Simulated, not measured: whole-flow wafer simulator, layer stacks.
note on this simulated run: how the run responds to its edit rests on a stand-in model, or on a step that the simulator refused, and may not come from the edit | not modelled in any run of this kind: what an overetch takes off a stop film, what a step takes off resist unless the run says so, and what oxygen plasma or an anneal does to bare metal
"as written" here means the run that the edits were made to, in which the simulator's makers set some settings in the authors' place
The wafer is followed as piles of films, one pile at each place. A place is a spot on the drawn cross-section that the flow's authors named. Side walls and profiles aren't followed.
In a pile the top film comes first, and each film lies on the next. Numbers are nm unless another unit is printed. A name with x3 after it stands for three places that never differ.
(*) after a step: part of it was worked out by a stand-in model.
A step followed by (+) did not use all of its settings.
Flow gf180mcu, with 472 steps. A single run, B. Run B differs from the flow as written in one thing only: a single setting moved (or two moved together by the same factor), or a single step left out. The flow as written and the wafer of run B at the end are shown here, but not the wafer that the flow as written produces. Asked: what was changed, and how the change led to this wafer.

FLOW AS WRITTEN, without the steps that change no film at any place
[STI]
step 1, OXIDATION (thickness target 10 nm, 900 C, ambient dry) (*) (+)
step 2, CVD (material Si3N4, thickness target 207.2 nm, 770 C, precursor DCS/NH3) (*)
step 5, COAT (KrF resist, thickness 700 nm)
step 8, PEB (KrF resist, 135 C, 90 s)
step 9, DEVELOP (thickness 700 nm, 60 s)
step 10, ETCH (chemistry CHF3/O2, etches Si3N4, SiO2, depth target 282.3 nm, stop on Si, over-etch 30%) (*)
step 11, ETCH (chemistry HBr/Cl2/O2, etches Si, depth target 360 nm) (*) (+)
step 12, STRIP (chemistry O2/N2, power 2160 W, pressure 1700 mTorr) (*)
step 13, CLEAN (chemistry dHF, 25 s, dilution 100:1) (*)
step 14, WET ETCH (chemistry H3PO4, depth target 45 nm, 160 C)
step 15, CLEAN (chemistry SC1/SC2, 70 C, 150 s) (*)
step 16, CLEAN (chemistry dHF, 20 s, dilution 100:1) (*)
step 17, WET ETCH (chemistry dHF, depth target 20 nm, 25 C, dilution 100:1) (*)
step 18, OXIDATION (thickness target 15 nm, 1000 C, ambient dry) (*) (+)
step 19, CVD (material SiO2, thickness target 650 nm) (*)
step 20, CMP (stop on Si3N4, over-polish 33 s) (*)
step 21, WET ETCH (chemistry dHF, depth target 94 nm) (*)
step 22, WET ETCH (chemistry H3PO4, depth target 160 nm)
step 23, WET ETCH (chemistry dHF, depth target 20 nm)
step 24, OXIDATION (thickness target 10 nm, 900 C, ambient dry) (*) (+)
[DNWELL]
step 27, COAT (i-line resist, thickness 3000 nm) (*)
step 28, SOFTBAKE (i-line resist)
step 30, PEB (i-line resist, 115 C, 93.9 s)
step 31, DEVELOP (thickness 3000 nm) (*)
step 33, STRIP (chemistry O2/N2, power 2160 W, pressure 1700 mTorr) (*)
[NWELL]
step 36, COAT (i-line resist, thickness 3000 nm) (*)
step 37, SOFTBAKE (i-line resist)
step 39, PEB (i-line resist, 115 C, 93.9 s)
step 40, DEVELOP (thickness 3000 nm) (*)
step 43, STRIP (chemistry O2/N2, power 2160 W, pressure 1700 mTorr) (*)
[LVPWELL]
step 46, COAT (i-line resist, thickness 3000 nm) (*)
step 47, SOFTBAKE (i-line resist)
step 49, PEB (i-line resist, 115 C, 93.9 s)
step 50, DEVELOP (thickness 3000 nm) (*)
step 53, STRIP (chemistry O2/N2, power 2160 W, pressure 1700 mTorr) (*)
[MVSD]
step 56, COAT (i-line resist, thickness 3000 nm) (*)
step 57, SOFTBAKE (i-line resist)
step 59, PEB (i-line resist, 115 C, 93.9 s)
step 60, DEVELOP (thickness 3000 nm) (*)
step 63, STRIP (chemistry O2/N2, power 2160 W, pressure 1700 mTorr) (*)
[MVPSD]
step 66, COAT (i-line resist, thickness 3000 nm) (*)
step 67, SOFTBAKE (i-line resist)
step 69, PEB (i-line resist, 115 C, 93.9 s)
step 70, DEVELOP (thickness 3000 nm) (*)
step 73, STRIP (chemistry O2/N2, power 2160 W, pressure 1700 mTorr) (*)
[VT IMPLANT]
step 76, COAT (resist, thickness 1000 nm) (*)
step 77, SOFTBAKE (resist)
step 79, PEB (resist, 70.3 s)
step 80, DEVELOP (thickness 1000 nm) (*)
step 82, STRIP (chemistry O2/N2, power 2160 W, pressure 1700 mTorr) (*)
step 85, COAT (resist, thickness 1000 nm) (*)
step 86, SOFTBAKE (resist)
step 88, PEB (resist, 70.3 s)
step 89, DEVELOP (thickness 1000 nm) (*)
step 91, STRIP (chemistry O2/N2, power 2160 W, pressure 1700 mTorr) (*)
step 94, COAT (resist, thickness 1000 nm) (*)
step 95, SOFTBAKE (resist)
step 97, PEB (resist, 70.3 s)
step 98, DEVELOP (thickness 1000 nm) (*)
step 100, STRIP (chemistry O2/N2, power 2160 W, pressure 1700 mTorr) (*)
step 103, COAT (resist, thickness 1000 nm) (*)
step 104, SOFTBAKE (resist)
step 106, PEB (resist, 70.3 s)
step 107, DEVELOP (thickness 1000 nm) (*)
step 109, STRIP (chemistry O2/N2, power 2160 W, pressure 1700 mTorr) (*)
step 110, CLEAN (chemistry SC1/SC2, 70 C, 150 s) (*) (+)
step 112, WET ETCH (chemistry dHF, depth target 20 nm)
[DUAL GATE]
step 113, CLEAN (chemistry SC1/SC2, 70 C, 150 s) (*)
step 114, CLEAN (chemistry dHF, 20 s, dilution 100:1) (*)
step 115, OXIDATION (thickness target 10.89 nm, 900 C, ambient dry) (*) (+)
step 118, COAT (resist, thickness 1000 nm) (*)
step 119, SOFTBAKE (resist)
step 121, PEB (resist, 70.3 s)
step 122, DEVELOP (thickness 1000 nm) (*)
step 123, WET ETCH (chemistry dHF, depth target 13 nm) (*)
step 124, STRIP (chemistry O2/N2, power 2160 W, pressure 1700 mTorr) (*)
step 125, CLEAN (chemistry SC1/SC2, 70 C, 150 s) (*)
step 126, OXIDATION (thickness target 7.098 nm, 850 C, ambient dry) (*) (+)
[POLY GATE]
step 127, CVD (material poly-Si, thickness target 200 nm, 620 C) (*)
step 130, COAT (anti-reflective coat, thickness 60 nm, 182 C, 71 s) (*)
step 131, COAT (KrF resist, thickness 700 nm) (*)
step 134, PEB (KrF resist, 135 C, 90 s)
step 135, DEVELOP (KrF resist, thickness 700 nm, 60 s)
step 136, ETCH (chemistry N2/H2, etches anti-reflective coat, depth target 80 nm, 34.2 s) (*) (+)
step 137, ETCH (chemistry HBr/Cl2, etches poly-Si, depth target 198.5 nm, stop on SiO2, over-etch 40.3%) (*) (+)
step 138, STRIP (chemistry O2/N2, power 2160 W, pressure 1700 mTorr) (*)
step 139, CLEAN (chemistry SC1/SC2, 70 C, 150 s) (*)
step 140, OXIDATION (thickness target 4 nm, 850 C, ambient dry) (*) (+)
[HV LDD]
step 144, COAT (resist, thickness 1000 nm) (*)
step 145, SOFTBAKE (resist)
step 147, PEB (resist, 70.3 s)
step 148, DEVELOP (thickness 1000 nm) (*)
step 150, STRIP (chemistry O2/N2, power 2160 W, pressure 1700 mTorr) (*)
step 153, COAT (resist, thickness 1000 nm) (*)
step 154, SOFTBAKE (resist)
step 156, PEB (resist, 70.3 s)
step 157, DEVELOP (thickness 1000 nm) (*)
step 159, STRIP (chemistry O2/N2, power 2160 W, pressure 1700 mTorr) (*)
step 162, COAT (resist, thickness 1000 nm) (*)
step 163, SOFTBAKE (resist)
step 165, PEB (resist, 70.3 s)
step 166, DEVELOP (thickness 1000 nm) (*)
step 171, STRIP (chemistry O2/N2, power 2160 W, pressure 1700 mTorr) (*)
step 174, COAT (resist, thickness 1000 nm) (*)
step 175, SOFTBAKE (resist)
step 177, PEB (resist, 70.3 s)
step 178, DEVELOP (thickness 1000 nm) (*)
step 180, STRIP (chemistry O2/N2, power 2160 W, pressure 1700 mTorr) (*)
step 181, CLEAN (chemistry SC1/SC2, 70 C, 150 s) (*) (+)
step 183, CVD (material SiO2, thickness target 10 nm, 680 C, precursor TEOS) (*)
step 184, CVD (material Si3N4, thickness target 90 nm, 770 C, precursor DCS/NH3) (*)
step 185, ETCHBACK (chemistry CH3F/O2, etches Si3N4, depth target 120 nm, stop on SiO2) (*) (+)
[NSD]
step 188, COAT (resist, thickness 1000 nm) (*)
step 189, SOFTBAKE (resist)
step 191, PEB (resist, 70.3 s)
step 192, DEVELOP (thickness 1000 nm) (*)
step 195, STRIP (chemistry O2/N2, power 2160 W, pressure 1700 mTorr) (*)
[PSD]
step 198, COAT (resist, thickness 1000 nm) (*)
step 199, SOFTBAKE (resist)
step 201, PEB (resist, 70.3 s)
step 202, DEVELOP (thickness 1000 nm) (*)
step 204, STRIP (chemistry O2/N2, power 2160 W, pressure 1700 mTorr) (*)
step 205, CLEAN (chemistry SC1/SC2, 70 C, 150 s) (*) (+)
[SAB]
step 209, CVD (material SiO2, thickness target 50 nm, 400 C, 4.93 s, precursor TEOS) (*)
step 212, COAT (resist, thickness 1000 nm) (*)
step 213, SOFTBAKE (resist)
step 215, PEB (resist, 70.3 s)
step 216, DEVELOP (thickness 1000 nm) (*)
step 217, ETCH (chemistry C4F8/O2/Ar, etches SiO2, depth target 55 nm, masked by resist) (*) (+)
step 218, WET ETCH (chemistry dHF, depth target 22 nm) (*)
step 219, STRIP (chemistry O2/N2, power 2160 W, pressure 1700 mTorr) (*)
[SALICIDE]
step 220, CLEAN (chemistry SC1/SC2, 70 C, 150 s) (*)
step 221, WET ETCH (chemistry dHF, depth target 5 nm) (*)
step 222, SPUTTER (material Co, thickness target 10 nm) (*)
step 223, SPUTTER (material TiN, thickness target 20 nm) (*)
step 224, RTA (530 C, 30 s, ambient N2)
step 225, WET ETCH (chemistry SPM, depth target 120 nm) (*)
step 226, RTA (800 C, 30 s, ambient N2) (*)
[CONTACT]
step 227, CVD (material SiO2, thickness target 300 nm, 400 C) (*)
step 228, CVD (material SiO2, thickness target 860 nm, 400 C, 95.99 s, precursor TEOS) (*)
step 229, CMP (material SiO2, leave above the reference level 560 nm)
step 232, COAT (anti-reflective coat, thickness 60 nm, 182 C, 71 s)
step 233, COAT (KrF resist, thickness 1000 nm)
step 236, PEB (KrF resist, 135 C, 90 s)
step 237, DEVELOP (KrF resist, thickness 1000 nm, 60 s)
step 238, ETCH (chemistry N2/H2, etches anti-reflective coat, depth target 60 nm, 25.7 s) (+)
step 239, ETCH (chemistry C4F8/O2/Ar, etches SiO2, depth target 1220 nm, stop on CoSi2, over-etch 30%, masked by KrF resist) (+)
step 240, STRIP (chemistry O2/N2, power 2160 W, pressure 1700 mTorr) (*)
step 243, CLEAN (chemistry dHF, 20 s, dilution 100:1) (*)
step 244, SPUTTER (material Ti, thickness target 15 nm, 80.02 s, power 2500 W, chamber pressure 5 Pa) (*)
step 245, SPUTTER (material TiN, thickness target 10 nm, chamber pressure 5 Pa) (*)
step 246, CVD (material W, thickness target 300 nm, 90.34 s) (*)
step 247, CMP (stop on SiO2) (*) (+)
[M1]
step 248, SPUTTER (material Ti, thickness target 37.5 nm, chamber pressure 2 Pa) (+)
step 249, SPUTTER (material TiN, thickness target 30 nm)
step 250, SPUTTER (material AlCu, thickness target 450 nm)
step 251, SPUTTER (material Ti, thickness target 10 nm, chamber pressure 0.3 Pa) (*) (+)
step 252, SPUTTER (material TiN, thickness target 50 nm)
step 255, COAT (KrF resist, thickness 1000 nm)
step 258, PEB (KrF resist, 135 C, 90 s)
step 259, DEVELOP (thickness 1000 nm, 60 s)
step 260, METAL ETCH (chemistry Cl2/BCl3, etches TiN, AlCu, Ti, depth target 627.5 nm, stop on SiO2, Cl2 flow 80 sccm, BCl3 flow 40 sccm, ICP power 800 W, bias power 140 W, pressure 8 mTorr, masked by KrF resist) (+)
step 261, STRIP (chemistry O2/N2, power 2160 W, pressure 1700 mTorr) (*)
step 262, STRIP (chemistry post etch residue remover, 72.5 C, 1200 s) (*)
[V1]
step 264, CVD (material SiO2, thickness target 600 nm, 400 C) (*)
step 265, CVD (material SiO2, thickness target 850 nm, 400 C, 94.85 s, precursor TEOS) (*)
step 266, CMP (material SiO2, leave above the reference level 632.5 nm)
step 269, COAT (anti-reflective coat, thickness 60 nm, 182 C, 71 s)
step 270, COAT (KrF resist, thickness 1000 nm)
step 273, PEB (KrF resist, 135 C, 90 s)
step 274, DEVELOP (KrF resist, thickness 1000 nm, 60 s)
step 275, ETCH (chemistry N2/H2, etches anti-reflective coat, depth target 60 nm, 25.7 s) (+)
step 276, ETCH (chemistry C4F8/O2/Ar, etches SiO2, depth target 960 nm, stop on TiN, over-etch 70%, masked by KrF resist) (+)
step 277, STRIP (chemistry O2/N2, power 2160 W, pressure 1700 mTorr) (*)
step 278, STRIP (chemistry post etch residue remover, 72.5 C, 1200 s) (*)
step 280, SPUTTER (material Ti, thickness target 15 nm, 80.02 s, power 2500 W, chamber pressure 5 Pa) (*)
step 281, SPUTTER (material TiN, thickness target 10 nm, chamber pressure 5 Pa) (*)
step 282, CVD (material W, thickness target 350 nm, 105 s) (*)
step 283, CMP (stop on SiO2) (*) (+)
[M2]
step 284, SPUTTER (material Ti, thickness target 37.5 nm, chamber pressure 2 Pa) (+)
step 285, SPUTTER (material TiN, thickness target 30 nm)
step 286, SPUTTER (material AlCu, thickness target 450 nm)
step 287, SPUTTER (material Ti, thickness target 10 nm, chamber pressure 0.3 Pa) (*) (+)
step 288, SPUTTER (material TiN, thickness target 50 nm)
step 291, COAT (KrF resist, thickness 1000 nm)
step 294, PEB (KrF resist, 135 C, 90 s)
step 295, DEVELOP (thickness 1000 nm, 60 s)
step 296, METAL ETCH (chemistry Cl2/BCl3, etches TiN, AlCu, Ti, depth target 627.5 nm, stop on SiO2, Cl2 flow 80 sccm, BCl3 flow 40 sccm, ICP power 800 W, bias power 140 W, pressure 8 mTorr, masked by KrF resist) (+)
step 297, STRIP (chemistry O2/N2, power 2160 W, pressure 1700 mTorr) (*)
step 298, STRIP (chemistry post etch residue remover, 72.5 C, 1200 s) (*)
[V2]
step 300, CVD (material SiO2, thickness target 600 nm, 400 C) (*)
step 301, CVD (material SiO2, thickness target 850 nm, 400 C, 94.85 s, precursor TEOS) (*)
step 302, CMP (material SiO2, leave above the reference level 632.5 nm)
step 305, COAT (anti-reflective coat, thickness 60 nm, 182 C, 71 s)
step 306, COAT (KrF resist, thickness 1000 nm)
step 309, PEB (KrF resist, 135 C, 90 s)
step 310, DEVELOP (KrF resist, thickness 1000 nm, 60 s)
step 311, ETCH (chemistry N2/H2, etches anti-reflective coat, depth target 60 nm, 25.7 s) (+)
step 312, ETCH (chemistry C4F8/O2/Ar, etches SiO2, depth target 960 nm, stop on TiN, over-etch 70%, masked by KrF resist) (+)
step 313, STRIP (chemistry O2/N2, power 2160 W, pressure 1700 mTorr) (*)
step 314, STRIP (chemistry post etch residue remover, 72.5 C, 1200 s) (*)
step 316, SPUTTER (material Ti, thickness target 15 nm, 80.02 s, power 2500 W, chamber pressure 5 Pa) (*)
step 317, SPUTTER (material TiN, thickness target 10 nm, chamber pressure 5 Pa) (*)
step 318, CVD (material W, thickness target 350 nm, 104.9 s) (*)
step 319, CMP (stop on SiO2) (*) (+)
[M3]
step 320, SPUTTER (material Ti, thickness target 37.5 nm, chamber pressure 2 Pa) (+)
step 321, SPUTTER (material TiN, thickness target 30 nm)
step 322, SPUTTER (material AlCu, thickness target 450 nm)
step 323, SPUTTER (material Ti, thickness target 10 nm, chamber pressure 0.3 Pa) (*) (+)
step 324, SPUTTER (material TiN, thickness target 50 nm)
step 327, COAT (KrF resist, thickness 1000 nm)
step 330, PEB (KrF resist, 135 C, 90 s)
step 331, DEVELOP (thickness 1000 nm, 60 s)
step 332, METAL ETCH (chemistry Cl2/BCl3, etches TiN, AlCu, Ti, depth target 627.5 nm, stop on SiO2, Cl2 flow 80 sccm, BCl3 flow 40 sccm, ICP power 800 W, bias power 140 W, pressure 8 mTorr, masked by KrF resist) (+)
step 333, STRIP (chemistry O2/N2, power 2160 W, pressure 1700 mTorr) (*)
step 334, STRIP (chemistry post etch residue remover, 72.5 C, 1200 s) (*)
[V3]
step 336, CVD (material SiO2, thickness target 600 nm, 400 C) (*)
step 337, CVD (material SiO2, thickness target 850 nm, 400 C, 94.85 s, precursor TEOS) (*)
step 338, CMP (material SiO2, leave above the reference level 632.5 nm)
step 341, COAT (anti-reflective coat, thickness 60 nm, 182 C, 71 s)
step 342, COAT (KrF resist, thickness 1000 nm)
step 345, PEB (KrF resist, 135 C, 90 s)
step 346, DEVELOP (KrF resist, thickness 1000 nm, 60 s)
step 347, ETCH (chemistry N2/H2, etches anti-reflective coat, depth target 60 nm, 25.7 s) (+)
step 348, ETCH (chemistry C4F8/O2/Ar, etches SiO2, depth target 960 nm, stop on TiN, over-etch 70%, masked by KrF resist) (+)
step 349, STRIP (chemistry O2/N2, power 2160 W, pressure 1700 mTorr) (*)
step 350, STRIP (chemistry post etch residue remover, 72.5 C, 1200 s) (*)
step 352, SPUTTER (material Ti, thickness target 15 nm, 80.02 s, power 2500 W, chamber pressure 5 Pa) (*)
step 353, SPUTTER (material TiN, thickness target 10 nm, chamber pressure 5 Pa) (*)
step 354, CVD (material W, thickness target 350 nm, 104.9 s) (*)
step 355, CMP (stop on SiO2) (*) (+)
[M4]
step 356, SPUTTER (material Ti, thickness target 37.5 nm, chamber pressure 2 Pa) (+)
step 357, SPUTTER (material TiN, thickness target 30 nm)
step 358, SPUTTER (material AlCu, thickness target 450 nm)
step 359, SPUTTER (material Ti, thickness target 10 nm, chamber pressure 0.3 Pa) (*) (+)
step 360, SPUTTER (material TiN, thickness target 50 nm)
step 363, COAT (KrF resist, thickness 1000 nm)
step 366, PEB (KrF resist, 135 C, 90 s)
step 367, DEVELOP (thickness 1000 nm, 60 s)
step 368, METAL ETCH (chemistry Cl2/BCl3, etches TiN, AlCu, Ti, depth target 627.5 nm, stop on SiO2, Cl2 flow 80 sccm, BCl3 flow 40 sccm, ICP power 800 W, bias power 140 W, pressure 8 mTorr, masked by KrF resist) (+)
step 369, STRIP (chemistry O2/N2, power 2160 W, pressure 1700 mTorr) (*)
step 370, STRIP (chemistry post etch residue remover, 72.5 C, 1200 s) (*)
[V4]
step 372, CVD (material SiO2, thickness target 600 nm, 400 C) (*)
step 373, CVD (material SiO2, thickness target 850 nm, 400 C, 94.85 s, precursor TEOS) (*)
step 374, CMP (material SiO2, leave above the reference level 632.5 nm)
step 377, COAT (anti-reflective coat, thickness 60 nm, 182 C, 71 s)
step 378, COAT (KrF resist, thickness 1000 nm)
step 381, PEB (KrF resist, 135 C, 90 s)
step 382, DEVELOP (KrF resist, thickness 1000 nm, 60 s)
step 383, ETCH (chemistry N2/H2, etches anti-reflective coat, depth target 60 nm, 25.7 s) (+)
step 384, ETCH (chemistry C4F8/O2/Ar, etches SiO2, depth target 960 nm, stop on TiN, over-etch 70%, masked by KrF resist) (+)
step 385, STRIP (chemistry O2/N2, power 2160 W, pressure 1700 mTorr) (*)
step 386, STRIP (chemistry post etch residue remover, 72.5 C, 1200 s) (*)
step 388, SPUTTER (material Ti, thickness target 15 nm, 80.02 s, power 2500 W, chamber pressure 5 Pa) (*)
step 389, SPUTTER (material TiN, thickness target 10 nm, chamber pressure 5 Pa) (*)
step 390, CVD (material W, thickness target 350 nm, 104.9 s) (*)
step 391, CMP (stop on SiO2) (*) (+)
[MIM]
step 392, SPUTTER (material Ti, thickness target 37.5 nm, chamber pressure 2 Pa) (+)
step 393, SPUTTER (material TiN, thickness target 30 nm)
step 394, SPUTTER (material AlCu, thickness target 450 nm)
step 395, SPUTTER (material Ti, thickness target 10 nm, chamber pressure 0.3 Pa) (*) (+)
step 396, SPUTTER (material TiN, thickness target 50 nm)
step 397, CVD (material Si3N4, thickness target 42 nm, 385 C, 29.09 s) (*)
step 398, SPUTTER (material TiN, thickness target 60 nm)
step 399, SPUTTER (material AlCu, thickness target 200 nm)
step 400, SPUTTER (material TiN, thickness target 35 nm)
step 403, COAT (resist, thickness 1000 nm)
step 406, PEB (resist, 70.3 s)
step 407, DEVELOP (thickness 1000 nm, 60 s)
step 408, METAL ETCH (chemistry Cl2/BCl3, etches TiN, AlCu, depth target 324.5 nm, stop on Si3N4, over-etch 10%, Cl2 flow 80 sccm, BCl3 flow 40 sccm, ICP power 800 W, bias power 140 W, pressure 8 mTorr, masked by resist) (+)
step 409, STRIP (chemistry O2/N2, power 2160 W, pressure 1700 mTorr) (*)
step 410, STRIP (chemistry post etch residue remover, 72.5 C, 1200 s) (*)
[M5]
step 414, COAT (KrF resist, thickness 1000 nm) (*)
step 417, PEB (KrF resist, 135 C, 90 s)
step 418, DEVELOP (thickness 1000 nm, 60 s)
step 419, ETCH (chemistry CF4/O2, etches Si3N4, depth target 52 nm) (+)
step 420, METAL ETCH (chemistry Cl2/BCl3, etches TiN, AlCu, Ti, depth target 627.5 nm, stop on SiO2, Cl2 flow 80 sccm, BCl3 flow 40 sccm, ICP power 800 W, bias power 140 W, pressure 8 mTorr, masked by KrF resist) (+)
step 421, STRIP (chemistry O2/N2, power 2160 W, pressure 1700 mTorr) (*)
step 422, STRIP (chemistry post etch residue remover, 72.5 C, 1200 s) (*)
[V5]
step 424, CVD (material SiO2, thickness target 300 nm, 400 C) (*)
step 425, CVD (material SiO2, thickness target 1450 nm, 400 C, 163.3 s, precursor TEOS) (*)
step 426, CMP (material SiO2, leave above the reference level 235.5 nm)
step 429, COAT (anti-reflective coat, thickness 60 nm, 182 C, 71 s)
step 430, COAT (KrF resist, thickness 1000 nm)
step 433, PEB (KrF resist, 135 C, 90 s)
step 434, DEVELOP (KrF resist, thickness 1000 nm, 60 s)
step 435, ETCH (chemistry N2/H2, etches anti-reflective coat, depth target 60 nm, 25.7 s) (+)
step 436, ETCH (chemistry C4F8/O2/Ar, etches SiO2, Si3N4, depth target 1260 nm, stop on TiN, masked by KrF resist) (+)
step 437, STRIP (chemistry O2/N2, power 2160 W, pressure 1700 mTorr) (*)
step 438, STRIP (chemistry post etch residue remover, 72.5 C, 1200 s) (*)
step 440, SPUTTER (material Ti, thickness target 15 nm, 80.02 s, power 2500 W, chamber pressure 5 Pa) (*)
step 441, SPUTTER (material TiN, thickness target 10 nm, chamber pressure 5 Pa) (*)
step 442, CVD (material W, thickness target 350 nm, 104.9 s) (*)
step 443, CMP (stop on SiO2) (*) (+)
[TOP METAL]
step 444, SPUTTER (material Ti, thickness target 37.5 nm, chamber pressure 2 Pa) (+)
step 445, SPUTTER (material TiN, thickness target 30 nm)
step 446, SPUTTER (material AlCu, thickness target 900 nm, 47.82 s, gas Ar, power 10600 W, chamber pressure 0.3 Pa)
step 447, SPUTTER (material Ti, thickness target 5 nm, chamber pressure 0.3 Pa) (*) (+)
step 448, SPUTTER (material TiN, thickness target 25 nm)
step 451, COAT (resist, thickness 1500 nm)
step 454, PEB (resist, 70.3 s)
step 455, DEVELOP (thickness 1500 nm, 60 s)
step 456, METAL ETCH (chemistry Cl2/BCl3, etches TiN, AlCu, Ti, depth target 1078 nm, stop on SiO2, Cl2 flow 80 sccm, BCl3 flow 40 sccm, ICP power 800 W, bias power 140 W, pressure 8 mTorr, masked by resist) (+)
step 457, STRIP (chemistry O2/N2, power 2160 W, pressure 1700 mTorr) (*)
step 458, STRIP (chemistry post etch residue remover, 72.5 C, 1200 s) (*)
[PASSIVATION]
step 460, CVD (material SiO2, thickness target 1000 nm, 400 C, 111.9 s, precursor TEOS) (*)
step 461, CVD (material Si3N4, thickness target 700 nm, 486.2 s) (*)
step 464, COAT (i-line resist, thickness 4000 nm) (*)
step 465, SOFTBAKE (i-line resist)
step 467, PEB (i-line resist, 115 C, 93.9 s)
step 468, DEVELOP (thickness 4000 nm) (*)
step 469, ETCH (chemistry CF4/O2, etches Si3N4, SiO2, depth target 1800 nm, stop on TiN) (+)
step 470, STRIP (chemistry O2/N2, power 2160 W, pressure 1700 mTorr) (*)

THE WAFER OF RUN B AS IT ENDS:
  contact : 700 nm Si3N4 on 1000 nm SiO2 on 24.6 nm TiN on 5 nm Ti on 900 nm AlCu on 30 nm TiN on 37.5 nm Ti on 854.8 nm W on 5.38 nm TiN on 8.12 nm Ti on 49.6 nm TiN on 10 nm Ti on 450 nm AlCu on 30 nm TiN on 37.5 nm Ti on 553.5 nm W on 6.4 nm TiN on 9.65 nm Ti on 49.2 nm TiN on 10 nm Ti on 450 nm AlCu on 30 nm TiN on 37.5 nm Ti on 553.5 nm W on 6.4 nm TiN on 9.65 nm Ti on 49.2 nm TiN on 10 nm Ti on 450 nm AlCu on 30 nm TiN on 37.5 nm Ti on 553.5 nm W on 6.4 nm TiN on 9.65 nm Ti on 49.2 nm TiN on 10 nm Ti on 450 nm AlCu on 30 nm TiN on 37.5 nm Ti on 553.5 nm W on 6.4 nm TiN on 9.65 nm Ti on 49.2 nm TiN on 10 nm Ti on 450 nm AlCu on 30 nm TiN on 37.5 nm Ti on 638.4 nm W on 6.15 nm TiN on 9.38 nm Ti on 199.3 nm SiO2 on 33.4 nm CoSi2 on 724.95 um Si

The reason: step 239, ETCH: depth target 659 nm was run, though the flow has depth target 1220 nm.

The path from the change to this, step by step:
  step 239, ETCH (chemistry C4F8/O2/Ar, etches SiO2, depth target 1220 nm, stop on CoSi2, over-etch 30%, masked by KrF resist) (+)
      contact: -659 SiO2 (it would be, as written: -859.5 SiO2 (all of it))
      field, field__w1, field__w2 and 105 more: -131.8 KrF resist (it would be, as written: -223.5 KrF resist)
  step 240, STRIP (chemistry O2/N2, power 2160 W, pressure 1700 mTorr) (*)
      field, field__w1, field__w2 and 105 more: -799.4 KrF resist (all of it), -60 anti-reflective coat (all of it) (it would be, as written: -707.7 KrF resist (all of it), -60 anti-reflective coat (all of it))
  step 243, CLEAN (chemistry dHF, 20 s, dilution 100:1) (*)
      contact: -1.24 SiO2 (it would be, as written: -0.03 CoSi2)
  step 244, SPUTTER (material Ti, thickness target 15 nm, 80.02 s, power 2500 W, chamber pressure 5 Pa) (*)
      contact: +9.38 Ti (new film) (it would be, as written: +8.55 Ti (new film))
  step 245, SPUTTER (material TiN, thickness target 10 nm, chamber pressure 5 Pa) (*)
      contact: +6.15 TiN (new film) (it would be, as written: +5.48 TiN (new film))
  step 246, CVD (material W, thickness target 300 nm, 90.34 s) (*)
      contact: +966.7 W (new film) (it would be, as written: +1167.5 W (new film))
With metal films that touch counted as one body, contact has 2 bodies (between them, from the top down: SiO2 199.3); the flow as written gives 1 body.
